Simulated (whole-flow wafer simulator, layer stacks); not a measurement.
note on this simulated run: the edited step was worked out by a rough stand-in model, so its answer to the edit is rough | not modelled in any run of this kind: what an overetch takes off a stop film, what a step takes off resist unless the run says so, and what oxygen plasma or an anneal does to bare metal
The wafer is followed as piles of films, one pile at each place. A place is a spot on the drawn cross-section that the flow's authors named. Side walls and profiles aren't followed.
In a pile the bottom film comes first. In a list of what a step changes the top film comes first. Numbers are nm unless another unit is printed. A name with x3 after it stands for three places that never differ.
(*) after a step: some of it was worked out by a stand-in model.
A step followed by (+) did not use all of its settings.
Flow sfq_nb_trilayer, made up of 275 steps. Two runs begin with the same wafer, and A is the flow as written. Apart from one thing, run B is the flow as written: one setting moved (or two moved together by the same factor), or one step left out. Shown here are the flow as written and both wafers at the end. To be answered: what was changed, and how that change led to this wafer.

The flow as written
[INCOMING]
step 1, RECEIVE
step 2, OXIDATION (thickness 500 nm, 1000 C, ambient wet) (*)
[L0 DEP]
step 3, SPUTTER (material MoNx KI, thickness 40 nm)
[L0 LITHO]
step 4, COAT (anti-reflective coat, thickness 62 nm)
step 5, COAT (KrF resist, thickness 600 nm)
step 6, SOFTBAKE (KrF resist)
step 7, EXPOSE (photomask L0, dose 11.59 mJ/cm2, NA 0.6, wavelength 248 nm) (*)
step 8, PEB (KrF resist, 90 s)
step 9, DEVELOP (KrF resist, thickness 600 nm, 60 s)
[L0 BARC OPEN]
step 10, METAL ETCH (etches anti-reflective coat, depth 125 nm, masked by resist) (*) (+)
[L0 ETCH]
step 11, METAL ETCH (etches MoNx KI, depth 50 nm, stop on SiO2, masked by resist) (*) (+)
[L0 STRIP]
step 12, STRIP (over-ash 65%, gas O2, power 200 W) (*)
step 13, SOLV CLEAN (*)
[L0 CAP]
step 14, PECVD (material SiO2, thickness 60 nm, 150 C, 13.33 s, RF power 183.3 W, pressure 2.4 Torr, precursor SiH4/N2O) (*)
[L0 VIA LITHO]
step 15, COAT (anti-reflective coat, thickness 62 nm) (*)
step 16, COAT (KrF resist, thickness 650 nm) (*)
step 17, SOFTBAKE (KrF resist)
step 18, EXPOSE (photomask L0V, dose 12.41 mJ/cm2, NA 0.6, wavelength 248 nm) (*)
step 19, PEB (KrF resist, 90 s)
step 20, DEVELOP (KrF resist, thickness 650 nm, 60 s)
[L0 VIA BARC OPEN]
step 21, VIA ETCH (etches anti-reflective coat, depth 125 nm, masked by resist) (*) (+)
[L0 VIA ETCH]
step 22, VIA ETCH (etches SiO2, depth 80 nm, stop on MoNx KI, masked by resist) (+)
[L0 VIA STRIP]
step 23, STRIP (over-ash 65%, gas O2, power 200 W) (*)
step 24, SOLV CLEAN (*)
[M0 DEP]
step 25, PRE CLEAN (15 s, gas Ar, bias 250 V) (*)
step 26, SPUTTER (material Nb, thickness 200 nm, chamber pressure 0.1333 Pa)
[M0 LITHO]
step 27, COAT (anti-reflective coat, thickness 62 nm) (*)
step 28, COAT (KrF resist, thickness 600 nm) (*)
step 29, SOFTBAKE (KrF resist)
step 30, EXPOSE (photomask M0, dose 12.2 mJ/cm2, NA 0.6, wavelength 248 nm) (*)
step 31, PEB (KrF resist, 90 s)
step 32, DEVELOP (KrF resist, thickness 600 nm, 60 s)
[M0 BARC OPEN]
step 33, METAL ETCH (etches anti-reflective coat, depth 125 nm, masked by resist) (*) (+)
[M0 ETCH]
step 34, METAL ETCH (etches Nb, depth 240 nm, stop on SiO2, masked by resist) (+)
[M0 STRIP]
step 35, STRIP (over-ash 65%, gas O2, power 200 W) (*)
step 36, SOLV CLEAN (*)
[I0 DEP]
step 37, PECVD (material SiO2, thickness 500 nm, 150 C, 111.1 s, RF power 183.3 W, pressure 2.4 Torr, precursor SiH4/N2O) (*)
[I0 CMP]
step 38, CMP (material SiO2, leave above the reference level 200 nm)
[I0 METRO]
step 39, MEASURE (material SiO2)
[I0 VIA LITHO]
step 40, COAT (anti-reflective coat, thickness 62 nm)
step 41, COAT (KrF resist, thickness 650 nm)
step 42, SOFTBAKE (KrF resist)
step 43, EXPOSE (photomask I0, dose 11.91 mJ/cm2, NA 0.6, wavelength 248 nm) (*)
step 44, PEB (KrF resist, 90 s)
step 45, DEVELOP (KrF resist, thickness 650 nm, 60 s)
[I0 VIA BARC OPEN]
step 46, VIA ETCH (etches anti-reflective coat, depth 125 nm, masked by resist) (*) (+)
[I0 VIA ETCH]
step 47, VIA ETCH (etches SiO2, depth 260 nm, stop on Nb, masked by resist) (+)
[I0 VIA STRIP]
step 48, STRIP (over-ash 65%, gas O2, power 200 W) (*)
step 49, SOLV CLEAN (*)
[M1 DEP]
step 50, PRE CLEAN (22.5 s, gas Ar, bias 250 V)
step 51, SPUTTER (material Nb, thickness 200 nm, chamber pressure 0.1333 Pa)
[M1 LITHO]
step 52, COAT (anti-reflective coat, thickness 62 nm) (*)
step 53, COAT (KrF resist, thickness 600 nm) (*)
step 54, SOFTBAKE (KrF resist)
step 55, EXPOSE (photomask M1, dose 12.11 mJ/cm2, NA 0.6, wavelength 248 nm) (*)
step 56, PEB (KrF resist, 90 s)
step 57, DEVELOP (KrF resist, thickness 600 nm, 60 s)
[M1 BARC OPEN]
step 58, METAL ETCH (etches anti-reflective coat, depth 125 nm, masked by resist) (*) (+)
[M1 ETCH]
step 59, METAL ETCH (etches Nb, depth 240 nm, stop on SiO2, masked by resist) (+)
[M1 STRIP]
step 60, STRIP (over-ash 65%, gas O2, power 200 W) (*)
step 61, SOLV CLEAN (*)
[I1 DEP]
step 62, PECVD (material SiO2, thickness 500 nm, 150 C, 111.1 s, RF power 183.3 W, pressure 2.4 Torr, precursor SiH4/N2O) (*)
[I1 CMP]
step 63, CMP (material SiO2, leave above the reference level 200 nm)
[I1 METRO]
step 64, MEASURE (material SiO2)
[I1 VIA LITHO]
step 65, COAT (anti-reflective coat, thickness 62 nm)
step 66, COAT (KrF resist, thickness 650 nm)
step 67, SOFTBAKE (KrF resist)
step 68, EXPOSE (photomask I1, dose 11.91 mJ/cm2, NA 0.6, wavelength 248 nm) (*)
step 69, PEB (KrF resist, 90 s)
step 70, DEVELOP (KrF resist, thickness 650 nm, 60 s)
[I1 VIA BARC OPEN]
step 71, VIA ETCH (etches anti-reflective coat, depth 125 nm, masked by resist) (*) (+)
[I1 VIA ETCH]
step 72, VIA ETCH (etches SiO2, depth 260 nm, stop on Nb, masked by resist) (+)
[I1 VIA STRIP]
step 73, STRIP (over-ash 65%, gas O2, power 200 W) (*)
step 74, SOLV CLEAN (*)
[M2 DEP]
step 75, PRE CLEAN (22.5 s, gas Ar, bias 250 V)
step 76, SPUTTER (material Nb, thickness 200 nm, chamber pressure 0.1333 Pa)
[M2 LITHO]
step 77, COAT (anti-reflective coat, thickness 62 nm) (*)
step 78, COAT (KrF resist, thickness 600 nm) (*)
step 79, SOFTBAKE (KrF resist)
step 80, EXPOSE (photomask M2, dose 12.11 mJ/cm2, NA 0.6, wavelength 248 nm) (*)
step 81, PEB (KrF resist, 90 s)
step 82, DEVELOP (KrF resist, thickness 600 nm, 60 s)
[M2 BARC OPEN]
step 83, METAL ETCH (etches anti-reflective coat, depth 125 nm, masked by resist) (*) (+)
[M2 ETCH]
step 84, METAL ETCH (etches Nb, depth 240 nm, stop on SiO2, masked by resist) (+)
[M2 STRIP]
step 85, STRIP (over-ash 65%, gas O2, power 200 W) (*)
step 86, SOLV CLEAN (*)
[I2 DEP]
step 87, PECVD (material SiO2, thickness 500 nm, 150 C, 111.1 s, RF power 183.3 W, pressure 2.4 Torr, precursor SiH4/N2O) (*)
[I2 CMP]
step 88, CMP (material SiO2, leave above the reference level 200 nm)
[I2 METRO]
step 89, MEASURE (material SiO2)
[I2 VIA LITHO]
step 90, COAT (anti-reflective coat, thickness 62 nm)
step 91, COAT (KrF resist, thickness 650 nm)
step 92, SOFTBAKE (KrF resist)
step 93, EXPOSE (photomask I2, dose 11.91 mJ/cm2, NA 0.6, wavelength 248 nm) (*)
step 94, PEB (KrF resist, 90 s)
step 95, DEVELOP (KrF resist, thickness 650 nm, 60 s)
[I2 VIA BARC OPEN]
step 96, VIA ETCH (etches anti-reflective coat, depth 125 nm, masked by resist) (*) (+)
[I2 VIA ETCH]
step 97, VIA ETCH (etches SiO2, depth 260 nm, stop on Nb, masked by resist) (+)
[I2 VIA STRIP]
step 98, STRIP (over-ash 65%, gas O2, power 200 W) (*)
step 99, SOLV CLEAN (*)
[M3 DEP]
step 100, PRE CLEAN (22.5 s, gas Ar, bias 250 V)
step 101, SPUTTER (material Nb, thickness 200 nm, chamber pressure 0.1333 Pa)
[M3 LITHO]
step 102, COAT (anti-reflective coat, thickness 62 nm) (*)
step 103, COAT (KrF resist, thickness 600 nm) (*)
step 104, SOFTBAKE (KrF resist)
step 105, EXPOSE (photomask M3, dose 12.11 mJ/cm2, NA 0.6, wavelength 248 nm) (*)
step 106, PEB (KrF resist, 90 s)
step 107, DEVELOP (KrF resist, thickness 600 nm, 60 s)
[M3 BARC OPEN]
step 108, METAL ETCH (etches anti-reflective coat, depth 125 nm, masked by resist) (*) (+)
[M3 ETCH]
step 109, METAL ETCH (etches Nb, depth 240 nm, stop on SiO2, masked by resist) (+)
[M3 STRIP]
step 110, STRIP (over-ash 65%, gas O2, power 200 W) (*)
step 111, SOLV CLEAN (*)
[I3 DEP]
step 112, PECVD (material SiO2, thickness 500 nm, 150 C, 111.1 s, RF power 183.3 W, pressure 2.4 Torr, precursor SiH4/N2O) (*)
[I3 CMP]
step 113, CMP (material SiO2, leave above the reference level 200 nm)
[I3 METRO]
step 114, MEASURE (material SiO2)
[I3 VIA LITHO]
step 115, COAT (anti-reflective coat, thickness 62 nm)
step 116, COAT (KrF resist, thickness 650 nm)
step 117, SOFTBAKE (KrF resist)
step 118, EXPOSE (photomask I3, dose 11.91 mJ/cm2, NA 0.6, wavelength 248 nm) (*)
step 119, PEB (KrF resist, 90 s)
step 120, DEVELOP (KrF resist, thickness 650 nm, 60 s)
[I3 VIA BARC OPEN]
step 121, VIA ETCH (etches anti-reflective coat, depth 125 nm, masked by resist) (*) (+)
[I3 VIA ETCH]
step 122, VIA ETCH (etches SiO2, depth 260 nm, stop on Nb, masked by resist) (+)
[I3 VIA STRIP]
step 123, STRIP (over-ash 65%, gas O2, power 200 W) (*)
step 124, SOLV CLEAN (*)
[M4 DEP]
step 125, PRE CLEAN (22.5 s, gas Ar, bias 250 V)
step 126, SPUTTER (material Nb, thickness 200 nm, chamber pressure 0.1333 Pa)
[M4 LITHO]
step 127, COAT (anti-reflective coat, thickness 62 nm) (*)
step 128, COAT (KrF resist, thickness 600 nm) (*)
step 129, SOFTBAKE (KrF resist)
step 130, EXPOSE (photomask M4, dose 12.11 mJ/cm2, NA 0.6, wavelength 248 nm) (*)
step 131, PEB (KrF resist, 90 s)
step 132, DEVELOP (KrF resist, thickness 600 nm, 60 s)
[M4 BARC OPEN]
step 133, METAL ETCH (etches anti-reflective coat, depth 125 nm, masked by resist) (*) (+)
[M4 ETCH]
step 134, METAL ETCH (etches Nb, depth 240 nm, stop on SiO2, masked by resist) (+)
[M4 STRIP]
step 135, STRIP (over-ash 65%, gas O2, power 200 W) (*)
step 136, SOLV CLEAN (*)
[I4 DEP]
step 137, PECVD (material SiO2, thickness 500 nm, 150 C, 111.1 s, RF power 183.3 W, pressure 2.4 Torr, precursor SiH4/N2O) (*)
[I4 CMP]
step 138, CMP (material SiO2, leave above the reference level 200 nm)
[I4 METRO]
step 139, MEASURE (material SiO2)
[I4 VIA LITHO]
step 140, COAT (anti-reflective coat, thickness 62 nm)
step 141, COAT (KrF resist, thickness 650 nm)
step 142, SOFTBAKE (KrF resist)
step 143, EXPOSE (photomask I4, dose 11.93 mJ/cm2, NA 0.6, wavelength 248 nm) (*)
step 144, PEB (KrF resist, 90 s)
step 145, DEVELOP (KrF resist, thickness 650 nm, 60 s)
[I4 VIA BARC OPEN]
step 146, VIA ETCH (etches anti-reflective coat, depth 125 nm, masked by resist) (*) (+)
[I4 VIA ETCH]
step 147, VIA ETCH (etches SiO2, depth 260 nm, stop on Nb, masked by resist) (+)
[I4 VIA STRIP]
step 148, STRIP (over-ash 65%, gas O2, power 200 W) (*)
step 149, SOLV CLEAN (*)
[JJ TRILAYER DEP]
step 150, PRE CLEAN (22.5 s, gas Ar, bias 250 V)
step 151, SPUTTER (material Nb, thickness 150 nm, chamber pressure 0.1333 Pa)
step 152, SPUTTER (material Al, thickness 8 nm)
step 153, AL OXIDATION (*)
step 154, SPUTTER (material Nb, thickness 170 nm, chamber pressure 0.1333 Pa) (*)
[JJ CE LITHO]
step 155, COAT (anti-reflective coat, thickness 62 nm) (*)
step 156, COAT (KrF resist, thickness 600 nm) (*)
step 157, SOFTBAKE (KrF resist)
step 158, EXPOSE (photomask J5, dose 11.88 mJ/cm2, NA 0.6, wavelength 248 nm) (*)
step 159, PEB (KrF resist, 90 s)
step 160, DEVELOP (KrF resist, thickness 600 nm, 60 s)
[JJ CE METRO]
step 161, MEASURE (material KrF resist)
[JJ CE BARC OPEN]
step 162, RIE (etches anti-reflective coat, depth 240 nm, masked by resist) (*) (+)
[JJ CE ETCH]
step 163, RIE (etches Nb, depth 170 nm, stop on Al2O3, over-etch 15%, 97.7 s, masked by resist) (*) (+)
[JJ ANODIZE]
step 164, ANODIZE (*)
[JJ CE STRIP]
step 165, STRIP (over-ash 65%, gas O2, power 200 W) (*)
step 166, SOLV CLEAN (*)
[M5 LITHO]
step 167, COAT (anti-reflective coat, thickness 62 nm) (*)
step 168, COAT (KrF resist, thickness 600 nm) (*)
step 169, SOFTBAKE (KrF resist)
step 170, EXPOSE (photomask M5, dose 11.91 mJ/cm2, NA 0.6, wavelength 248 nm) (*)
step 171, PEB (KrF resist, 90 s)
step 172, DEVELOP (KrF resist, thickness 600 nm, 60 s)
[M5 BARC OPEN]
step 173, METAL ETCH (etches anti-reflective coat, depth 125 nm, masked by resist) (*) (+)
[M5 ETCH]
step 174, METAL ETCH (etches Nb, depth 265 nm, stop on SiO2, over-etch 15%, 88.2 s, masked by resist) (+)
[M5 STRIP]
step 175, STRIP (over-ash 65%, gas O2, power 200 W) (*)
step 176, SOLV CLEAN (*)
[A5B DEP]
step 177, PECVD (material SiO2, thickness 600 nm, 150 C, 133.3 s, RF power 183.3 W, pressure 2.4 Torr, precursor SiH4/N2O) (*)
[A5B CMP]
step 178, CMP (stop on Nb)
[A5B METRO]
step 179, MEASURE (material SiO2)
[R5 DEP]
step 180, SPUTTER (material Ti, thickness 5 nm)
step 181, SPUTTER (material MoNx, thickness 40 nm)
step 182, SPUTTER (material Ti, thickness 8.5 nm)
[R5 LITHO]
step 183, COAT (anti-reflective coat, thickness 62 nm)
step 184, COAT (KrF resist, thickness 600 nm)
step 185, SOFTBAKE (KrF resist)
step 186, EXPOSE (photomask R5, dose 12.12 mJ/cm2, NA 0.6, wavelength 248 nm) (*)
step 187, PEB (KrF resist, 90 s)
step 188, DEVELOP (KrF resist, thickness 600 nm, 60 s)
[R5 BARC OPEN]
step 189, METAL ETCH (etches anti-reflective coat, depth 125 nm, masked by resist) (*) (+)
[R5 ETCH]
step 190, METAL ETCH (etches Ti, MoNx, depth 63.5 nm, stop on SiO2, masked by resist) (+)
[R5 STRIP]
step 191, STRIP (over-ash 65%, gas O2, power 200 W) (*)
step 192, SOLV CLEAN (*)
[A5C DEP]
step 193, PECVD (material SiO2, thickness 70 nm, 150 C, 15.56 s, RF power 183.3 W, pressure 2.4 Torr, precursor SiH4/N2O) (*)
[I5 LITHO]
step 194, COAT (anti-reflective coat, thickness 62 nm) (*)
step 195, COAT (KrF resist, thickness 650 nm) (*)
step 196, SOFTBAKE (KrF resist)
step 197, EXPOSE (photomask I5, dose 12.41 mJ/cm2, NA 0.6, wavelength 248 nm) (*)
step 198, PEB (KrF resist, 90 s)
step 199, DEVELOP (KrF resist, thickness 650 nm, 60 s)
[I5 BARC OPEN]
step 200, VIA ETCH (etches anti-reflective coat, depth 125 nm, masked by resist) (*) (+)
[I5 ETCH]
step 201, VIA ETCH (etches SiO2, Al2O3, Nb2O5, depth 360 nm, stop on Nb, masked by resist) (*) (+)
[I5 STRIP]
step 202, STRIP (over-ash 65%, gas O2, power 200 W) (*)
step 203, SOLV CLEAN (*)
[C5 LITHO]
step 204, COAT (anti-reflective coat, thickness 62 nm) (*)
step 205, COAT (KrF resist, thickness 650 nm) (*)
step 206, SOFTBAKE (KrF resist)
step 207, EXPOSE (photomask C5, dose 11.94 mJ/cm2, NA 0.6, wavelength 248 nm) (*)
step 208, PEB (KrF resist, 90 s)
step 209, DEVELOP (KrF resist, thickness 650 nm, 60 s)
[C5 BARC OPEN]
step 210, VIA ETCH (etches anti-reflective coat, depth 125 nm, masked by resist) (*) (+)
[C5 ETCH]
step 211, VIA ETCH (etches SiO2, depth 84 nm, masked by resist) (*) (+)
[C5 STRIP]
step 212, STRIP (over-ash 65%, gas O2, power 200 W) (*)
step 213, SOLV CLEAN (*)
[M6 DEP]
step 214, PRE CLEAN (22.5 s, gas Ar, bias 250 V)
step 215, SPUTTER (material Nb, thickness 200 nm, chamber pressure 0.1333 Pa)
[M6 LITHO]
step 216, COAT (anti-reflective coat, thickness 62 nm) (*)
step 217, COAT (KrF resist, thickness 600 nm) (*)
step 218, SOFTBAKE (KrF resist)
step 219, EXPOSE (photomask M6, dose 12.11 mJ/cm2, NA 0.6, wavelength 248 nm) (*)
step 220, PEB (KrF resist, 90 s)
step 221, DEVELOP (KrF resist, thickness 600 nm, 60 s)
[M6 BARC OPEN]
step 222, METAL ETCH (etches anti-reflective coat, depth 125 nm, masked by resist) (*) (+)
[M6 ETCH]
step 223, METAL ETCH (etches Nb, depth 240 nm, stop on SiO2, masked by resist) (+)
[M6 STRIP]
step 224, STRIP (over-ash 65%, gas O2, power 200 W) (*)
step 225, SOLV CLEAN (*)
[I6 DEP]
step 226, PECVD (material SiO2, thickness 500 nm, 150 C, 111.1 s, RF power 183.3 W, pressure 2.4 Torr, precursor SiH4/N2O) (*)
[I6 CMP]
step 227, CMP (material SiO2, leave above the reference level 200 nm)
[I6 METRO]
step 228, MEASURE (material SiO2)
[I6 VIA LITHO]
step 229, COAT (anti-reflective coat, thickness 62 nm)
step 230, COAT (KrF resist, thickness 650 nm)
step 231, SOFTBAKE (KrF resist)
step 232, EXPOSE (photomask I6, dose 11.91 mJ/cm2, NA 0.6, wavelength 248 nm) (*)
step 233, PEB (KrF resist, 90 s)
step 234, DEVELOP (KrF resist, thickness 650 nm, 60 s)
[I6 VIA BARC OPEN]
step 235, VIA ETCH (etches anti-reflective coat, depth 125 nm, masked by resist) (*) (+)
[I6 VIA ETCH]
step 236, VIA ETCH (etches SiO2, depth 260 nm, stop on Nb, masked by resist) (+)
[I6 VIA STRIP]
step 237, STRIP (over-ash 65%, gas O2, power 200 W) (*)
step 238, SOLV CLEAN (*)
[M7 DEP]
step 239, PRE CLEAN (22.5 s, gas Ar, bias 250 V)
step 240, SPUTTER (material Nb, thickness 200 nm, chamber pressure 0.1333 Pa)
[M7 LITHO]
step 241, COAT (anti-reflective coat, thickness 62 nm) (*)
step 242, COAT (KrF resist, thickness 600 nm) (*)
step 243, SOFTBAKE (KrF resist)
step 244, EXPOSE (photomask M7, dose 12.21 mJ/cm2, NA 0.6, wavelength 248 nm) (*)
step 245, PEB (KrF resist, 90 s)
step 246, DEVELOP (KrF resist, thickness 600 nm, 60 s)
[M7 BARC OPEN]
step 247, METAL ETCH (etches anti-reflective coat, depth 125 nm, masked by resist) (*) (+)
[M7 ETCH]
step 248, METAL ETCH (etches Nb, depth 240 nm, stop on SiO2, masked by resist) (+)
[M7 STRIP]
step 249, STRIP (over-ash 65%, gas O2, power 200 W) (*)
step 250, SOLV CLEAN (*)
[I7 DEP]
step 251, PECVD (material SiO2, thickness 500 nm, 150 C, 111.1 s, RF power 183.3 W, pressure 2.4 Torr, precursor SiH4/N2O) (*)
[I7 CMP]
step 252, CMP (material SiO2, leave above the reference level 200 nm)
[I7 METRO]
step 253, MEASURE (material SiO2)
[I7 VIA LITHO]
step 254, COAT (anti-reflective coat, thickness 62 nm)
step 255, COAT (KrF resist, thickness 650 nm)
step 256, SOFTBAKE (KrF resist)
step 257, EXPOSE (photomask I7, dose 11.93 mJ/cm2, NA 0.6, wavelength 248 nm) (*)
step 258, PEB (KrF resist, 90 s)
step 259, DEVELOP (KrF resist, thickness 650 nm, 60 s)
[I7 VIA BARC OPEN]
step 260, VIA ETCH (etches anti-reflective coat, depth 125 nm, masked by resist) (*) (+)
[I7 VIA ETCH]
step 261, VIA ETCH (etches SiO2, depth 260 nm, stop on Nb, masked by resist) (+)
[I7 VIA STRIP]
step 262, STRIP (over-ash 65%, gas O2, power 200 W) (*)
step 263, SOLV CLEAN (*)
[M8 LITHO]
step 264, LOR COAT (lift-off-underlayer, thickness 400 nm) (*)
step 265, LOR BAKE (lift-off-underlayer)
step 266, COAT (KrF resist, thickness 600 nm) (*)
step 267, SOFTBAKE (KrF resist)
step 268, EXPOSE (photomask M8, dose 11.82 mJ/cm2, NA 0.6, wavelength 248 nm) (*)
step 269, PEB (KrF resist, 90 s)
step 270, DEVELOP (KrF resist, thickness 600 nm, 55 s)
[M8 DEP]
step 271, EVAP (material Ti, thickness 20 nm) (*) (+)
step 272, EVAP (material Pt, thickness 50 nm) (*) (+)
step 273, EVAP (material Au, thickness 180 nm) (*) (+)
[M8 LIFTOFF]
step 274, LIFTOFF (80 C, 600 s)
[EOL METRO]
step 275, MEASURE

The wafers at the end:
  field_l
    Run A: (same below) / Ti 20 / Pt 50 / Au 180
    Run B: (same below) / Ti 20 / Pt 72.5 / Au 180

Cause: step 272, EVAP: thickness 72.5 nm was run, though the flow has thickness 50 nm.
The wafer itself shows it: field_l has Pt 72.5, and step 272 as written asks for 50 nm.

Step by step, how the change led to this:
  step 272, EVAP (material Pt, thickness 50 nm) (*) (+)
      field_l, v_sur, via_wl and 103 more: A +50 Pt (new film) | B +72.5 Pt (new film)
  step 274, LIFTOFF (80 C, 600 s)
      p4_fl, p4_fm, p4_w1 and 71 more: A -180 Au (all of it), -50 Pt (all of it), -20 Ti (all of it), -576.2 KrF resist (all of it), -400 lift-off-underlayer (all of it) | B -180 Au (all of it), -72.5 Pt (all of it), -20 Ti (all of it), -576.2 KrF resist (all of it), -400 lift-off-underlayer (all of it)
      c5j, ce_r: A -180 Au (all of it), -50 Pt (all of it), -20 Ti (all of it), -573.3 KrF resist (all of it), -399.3 lift-off-underlayer (all of it) | B -180 Au (all of it), -72.5 Pt (all of it), -20 Ti (all of it), -573.3 KrF resist (all of it), -399.3 lift-off-underlayer (all of it)
      (as well as at 19 more places)
